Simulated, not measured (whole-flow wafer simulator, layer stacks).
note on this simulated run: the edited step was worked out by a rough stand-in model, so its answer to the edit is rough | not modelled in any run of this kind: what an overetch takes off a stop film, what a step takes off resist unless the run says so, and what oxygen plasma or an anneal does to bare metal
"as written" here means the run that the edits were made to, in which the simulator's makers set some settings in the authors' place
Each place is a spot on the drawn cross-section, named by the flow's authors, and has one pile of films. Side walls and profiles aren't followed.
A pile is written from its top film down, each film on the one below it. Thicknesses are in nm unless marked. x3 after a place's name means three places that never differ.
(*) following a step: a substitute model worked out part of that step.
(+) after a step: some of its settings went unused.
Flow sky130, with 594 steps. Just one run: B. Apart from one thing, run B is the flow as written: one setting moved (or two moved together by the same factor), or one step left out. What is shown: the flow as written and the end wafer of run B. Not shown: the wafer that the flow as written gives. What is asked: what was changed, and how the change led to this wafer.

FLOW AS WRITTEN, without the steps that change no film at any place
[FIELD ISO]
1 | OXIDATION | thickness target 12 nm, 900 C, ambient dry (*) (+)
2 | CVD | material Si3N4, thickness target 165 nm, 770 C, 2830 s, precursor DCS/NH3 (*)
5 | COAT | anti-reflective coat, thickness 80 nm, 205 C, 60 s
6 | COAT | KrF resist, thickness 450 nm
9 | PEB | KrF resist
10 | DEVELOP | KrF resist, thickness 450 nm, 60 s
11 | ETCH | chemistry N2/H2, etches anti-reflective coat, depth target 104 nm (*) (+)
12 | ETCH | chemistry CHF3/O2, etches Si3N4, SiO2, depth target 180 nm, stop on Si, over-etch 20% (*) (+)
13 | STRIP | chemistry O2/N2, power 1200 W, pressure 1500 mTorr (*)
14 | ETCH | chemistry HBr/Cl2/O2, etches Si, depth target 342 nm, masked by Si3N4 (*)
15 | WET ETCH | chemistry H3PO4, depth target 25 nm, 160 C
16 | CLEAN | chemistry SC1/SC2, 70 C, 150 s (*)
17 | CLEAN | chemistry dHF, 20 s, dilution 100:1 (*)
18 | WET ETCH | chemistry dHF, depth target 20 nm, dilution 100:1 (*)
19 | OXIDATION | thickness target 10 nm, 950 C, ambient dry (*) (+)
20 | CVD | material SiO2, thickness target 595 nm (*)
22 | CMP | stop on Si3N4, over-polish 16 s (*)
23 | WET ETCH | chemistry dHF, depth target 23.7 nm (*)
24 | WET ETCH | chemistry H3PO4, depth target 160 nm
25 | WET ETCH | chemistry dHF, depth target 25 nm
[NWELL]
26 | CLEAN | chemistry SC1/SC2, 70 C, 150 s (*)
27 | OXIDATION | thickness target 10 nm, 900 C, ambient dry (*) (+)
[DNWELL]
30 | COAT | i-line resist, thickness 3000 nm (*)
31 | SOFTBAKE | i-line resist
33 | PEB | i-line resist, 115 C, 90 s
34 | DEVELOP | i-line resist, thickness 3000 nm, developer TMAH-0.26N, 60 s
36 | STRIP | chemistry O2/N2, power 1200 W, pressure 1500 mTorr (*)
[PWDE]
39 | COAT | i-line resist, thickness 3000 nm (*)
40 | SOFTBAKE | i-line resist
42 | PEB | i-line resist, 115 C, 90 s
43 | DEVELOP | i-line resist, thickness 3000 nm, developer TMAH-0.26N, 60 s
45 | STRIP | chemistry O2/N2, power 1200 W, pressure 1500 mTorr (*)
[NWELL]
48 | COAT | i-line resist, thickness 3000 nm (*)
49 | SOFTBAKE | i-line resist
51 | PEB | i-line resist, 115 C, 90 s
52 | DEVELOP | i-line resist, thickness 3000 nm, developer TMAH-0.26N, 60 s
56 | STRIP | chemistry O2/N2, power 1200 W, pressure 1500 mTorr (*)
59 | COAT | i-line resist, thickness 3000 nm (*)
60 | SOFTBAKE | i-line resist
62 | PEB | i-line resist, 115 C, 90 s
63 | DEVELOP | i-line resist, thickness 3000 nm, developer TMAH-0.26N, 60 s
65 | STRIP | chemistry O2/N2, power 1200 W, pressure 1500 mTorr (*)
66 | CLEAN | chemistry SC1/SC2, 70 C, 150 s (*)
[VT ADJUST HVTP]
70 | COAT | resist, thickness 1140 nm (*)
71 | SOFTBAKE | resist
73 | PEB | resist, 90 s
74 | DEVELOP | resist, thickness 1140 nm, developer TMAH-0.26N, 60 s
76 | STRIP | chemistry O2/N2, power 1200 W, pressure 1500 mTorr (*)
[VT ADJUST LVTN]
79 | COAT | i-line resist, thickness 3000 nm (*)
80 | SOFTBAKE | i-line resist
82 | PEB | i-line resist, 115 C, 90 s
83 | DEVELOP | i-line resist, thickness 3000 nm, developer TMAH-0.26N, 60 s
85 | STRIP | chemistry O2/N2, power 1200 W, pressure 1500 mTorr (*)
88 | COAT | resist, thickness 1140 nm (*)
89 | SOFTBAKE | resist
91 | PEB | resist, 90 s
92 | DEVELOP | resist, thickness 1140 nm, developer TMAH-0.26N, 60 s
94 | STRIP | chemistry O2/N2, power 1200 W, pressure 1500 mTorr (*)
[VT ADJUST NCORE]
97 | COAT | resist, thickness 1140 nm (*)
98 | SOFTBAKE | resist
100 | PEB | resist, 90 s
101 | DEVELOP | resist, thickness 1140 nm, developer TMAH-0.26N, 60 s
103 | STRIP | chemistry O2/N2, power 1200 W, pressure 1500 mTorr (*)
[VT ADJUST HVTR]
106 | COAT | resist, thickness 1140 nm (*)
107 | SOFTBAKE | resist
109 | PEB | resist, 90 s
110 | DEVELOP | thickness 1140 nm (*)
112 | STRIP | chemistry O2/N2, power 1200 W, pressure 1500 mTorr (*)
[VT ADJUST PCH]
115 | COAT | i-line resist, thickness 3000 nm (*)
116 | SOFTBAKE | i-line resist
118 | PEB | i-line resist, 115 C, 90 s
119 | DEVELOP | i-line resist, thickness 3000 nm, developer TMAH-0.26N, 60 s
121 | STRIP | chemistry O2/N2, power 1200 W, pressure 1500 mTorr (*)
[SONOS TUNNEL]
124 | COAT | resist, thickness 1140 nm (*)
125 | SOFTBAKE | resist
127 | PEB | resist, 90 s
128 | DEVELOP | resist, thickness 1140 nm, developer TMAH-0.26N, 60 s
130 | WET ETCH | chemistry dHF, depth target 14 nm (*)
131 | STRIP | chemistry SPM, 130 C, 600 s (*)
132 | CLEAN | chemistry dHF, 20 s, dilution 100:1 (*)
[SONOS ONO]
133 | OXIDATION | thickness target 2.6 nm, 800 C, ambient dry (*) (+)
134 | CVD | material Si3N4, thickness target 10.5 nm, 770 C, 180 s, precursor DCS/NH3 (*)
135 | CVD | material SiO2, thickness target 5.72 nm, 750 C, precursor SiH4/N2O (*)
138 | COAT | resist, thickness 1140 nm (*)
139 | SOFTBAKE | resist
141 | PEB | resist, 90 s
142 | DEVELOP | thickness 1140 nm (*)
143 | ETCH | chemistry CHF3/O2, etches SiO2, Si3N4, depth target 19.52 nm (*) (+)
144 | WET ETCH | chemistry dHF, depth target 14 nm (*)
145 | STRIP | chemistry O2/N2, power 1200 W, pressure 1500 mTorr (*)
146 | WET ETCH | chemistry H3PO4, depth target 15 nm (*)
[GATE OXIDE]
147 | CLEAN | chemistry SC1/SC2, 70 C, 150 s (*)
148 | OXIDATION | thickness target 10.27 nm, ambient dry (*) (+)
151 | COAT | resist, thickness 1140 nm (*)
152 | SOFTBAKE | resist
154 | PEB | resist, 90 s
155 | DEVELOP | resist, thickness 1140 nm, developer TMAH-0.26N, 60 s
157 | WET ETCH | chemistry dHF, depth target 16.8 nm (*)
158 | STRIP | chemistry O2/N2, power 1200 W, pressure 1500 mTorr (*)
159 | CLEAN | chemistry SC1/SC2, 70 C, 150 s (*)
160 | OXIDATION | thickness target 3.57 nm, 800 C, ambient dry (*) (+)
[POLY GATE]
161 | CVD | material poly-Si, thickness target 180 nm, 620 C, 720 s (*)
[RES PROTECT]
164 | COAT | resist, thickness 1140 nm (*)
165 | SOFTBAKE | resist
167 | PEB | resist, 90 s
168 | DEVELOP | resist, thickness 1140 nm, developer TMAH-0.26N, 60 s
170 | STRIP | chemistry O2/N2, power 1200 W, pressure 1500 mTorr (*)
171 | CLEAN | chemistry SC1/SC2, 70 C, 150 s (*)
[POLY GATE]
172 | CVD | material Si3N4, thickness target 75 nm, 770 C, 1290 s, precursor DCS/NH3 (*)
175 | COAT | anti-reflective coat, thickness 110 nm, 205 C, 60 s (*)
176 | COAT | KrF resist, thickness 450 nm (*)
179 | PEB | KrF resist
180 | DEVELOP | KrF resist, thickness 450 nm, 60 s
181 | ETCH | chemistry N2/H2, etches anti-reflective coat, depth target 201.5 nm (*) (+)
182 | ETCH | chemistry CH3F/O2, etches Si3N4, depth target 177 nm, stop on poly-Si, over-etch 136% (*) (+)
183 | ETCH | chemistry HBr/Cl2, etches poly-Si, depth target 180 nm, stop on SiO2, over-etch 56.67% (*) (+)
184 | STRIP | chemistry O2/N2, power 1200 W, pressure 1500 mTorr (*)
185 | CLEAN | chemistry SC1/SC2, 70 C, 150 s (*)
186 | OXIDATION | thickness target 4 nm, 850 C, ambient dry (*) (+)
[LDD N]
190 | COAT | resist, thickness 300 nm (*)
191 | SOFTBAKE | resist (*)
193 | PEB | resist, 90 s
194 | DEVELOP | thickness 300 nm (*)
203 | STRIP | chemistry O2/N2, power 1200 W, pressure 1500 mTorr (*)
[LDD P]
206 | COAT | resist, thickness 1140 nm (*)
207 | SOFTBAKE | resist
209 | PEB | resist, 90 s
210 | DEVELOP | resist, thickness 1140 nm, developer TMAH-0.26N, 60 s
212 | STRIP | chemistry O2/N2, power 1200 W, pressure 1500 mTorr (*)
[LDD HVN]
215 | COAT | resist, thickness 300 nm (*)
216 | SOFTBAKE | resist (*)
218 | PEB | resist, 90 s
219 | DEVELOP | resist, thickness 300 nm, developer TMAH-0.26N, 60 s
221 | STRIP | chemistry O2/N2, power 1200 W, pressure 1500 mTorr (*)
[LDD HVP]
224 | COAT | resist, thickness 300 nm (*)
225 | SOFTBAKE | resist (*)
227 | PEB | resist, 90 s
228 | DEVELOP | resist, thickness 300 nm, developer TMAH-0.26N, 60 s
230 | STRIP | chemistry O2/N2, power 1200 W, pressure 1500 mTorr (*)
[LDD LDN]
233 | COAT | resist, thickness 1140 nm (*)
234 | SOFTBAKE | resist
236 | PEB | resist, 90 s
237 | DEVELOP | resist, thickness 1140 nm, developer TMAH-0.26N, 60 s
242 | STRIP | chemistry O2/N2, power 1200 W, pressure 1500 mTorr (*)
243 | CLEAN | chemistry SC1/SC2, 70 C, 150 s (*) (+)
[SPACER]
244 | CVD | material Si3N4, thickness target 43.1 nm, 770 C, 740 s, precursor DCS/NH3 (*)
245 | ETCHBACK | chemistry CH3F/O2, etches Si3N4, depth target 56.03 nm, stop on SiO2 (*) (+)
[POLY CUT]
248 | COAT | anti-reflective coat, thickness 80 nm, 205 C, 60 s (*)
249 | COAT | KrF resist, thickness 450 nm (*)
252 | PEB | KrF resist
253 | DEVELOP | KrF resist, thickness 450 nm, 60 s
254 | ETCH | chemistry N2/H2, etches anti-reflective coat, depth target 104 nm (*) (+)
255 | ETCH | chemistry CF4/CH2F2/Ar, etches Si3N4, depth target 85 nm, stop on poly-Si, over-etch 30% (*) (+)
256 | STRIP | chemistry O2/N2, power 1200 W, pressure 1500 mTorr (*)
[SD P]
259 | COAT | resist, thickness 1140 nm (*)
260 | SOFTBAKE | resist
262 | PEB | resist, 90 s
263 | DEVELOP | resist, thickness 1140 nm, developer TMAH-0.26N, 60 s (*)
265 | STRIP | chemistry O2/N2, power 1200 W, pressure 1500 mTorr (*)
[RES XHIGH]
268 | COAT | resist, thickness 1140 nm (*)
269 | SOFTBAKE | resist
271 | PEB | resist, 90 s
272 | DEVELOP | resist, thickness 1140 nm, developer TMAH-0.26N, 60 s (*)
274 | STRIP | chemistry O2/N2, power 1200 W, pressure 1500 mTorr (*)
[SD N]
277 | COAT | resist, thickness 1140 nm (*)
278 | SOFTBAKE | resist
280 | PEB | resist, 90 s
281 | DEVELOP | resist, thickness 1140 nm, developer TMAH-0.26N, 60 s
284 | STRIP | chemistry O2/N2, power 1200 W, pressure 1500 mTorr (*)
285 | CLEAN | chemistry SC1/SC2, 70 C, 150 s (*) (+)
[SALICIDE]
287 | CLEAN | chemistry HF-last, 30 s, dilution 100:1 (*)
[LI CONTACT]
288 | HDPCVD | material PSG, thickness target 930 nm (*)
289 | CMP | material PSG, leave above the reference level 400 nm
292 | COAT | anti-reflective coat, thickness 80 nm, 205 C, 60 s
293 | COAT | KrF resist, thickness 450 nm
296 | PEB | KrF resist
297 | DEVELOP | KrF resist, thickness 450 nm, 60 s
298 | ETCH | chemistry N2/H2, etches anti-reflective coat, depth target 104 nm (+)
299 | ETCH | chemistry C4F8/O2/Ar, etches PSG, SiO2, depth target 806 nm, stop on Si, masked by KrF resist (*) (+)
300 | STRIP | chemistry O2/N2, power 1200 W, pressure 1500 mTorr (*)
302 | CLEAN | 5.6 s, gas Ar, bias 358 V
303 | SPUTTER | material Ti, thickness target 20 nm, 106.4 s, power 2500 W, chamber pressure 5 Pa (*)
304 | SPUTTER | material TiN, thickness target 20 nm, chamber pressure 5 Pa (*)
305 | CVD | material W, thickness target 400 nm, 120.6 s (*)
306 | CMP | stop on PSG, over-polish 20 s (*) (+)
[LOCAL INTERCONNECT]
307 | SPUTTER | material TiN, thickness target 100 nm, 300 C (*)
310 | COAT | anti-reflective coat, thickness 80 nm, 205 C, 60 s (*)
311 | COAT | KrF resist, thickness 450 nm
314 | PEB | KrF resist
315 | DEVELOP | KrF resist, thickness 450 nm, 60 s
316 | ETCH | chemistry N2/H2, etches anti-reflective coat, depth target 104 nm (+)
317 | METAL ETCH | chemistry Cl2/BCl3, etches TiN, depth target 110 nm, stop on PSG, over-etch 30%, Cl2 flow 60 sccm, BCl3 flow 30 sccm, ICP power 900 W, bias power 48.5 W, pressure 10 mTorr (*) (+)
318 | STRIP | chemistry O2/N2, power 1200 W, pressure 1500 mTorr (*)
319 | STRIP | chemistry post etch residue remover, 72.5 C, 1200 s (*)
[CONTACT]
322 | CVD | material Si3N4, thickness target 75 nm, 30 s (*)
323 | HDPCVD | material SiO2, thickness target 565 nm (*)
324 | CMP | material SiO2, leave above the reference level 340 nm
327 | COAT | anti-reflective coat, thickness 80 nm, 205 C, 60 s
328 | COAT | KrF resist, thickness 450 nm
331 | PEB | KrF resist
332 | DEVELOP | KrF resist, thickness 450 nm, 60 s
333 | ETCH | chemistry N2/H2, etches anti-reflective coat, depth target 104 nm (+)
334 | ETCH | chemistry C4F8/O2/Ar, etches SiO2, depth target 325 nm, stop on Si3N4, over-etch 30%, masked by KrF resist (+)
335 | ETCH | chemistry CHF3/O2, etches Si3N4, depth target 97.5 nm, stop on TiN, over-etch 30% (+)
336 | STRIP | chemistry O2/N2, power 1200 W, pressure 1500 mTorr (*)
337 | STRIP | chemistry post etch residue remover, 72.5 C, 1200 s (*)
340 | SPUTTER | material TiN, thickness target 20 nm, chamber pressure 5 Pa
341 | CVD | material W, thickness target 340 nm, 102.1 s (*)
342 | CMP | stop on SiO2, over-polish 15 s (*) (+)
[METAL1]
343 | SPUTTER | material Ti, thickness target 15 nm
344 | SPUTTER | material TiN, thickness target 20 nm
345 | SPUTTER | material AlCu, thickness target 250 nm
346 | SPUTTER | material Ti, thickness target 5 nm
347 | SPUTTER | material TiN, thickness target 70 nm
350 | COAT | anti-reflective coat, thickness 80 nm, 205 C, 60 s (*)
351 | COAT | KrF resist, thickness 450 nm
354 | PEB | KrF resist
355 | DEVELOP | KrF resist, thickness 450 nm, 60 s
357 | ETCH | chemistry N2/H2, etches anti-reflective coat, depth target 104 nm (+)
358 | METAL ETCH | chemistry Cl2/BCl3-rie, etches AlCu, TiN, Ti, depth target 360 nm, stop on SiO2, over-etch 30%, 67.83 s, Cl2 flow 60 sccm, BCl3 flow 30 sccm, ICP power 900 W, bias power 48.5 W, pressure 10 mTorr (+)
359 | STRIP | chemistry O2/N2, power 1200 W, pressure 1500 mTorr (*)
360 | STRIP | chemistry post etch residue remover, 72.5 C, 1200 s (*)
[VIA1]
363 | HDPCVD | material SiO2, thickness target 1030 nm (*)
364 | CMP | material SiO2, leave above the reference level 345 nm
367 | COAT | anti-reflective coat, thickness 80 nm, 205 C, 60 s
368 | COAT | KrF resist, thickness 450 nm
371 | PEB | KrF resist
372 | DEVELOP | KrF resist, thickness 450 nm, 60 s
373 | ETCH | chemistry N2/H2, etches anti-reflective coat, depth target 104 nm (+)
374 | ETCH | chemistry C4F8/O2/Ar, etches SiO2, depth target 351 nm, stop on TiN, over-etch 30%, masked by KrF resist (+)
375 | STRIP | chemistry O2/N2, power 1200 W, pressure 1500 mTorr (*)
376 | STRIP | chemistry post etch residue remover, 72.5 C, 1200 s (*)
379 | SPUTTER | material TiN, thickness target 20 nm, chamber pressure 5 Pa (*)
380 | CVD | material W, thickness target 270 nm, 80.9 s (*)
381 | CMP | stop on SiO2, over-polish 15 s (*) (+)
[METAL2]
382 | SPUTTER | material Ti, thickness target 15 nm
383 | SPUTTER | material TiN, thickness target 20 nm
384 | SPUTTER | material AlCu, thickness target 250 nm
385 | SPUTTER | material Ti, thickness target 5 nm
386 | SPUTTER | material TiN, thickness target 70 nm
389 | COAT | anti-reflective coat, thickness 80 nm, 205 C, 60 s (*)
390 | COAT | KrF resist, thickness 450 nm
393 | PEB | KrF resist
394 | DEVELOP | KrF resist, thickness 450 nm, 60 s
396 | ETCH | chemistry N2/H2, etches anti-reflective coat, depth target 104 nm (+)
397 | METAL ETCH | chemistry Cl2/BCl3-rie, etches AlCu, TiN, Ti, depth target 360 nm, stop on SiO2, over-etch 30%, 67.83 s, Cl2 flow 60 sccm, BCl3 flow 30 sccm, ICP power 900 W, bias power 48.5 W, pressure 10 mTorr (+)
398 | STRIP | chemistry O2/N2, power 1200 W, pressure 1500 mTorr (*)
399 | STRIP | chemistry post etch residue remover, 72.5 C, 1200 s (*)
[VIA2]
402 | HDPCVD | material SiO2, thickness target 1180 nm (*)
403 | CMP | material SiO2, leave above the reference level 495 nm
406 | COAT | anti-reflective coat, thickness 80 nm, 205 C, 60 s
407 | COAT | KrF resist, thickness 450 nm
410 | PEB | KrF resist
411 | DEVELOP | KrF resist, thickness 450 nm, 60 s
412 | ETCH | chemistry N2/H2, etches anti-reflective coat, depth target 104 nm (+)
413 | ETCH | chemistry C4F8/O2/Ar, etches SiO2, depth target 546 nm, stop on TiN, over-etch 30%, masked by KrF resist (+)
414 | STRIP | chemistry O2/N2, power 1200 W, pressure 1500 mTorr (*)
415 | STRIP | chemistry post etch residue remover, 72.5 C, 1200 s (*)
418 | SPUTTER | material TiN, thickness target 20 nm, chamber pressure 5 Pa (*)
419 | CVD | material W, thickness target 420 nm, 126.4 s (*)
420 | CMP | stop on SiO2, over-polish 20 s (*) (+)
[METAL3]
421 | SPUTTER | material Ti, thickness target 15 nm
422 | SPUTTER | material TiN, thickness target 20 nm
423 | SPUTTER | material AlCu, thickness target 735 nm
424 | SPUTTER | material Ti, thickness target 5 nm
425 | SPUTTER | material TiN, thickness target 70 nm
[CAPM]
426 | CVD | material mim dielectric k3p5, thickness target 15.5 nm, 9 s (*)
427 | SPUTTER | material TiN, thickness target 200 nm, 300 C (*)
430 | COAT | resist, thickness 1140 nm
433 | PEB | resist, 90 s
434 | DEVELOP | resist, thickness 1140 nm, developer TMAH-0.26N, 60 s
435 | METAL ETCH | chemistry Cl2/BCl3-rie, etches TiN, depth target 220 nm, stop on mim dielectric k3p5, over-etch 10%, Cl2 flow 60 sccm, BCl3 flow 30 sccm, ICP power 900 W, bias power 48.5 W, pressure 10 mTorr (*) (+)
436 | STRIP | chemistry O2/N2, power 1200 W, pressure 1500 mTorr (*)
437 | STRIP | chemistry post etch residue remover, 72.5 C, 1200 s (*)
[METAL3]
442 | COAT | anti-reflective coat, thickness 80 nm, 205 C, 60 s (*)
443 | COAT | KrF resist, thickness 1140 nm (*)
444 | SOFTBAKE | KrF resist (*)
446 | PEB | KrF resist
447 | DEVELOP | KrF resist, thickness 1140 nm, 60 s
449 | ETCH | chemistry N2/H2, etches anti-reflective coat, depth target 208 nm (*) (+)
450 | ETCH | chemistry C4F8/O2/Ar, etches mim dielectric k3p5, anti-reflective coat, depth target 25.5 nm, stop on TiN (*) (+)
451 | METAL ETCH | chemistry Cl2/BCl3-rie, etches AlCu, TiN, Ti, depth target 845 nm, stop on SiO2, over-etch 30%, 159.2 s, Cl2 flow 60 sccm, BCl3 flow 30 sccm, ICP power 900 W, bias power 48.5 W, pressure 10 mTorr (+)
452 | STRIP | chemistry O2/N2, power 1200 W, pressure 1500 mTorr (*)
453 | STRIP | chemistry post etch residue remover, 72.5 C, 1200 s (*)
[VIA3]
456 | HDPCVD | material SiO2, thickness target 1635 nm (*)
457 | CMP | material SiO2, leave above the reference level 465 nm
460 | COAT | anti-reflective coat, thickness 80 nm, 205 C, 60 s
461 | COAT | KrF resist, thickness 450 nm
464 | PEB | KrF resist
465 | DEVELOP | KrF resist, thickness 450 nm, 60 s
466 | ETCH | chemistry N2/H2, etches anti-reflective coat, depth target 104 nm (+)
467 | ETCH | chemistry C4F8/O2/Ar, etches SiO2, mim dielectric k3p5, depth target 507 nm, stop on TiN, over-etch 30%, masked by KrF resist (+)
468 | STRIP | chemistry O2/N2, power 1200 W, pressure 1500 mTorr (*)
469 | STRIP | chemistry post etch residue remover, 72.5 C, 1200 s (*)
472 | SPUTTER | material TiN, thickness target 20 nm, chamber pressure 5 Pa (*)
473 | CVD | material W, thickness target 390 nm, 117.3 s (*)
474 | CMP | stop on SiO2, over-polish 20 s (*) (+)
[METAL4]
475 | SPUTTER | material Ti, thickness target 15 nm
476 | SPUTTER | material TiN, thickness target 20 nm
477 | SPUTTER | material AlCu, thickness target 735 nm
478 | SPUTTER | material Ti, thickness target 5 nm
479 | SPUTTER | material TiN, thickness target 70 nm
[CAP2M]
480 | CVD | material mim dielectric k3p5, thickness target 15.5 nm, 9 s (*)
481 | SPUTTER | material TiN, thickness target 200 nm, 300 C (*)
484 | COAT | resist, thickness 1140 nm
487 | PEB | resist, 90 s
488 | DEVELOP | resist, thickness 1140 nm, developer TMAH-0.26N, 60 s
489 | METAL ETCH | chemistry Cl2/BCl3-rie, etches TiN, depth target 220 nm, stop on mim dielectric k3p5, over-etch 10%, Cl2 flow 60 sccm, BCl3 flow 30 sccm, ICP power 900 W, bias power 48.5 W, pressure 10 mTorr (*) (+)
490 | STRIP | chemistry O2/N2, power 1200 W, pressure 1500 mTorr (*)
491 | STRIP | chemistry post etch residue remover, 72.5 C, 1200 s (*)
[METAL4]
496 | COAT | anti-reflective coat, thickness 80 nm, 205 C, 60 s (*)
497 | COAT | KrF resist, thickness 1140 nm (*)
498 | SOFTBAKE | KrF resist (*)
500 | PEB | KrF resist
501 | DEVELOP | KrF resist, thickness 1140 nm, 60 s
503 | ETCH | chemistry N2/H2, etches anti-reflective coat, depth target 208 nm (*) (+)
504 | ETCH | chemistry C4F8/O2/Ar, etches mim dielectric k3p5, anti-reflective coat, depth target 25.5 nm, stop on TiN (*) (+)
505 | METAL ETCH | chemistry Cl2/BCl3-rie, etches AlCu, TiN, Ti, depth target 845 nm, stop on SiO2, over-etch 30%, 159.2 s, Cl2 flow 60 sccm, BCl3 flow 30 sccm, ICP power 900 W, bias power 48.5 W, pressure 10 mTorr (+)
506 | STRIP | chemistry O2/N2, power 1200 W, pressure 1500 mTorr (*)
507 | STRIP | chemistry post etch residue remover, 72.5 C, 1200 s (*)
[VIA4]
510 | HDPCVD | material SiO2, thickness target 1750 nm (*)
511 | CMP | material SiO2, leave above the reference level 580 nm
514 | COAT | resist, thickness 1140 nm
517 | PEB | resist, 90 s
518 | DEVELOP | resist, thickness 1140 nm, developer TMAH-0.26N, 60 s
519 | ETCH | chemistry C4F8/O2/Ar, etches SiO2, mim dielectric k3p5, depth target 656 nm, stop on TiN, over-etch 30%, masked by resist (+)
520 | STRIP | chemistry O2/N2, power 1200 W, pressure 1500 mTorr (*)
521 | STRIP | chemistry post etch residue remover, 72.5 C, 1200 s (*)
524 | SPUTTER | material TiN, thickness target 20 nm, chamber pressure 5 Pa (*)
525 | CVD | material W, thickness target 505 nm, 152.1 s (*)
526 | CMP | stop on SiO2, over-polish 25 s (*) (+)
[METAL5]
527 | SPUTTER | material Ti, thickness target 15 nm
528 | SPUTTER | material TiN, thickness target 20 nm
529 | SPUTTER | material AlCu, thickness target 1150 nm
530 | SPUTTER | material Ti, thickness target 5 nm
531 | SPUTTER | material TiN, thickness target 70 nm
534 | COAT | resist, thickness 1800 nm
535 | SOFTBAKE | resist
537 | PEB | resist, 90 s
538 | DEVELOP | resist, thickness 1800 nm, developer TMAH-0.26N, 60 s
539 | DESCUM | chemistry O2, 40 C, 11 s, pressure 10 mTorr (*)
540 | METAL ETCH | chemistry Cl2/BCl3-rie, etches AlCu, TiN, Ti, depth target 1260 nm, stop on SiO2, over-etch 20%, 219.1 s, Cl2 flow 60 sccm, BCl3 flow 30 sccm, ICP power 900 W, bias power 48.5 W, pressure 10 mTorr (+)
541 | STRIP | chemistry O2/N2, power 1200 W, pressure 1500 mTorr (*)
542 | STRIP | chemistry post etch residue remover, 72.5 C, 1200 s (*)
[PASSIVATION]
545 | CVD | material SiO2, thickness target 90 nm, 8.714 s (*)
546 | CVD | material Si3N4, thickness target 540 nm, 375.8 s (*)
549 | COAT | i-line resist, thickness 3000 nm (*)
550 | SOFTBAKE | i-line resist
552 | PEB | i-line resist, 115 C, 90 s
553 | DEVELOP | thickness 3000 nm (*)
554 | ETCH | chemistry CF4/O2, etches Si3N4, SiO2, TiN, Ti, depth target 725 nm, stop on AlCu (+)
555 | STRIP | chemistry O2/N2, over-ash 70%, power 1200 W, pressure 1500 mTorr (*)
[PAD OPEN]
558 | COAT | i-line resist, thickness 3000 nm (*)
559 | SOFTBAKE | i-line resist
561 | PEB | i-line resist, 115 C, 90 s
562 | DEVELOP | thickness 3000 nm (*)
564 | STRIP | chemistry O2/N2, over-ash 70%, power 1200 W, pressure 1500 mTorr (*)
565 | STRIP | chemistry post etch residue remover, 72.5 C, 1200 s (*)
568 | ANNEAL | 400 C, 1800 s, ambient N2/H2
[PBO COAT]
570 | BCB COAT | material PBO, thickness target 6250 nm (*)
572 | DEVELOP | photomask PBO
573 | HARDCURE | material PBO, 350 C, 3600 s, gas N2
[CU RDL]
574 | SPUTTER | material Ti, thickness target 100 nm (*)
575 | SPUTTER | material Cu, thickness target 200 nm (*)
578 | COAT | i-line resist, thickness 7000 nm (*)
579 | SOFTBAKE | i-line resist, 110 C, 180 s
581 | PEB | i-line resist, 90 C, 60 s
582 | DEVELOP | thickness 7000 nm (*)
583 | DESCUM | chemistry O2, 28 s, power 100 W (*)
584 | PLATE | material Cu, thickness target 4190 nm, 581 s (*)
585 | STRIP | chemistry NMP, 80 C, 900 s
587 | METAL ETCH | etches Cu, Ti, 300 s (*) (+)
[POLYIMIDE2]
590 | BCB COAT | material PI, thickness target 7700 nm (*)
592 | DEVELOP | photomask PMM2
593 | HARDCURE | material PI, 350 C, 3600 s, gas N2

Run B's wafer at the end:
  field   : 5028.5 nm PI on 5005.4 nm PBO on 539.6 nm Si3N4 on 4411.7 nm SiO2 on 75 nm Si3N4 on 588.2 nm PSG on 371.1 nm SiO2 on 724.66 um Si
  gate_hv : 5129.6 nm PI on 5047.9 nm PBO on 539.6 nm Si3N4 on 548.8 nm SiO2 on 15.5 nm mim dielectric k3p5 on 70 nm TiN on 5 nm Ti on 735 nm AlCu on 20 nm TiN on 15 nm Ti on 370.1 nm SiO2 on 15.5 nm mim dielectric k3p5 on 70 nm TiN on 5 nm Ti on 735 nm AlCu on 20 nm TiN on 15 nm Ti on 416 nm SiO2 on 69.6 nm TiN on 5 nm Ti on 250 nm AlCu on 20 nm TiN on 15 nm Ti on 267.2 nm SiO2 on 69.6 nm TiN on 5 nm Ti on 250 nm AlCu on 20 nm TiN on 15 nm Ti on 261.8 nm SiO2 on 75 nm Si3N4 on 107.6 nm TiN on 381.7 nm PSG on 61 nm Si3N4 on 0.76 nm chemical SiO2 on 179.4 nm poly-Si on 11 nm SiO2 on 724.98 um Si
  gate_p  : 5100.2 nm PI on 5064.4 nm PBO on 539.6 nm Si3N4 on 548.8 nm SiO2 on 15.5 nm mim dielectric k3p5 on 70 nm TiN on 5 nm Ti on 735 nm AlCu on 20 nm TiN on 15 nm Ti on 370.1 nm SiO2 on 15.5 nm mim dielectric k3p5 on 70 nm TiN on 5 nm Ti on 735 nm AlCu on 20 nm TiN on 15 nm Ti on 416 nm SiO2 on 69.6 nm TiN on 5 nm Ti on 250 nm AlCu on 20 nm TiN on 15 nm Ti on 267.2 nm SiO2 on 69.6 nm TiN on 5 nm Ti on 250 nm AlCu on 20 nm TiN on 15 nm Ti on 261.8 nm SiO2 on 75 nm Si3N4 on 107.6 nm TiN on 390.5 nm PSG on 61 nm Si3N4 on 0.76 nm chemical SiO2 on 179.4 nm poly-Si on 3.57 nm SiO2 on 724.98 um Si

The reason: step 307, SPUTTER: thickness target 108 nm was run, while the flow as written has thickness target 100 nm.

Step by step, how the change led to this:
  307 | SPUTTER | material TiN, thickness target 100 nm, 300 C (*)
      field, active, n_well and 188 more: +108 TiN (new film) (in the flow as written it would be: +100 TiN (new film))
  317 | METAL ETCH | chemistry Cl2/BCl3, etches TiN, depth target 110 nm, stop on PSG, over-etch 30%, Cl2 flow 60 sccm, BCl3 flow 30 sccm, ICP power 900 W, bias power 48.5 W, pressure 10 mTorr (*) (+)
      field, active, gate and 88 more: -106.7 TiN (all of it) (in the flow as written it would be: -98.7 TiN (all of it))
  324 | CMP | material SiO2, leave above the reference level 340 nm
      field, active, gate and 88 more: -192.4 SiO2 (in the flow as written it would be: -200.4 SiO2)
